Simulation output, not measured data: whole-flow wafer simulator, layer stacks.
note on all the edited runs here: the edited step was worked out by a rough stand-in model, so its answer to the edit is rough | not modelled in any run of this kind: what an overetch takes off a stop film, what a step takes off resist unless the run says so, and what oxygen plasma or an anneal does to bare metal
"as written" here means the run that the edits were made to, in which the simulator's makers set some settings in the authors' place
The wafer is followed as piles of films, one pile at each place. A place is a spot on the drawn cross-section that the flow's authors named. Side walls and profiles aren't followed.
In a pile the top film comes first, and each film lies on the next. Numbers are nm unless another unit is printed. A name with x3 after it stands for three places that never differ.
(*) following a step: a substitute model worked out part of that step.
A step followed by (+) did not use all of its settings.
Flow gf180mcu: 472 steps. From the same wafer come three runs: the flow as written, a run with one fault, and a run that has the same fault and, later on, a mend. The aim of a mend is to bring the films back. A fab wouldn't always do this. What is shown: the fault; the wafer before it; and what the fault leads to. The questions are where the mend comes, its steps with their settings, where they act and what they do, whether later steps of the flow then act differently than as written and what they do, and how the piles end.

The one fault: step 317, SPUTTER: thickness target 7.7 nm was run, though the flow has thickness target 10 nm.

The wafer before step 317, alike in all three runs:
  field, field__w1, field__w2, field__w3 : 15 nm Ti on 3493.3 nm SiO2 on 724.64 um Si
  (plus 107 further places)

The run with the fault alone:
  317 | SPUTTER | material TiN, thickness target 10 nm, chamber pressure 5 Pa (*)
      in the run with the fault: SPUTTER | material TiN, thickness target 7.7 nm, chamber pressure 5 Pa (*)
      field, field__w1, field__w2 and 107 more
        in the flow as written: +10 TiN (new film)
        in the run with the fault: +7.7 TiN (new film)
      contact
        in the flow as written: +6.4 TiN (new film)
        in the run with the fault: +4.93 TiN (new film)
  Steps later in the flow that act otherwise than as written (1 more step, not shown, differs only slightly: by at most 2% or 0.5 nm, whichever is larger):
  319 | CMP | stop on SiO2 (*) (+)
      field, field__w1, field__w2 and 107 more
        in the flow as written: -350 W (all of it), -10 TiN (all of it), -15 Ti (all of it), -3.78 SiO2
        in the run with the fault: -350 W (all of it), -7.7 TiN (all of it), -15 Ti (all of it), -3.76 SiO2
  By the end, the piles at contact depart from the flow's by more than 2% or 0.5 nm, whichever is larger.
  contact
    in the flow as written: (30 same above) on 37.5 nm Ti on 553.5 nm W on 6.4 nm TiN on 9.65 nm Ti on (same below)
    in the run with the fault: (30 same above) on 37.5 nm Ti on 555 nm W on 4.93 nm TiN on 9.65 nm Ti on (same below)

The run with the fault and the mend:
  After step 317 comes the mend.
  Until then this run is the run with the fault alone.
  317a | SPUTTER | material TiN, thickness target 2.3 nm, chamber pressure 5 Pa (*) (the flow's step 317, run once more with other settings)
      field, field__w1, field__w2 and 107 more
        +2.3 TiN
      contact
        +1.47 TiN
  Later steps of the flow that are run all act as written at every place that is followed.
  At every place that both follow, the piles at the end match the flow's.
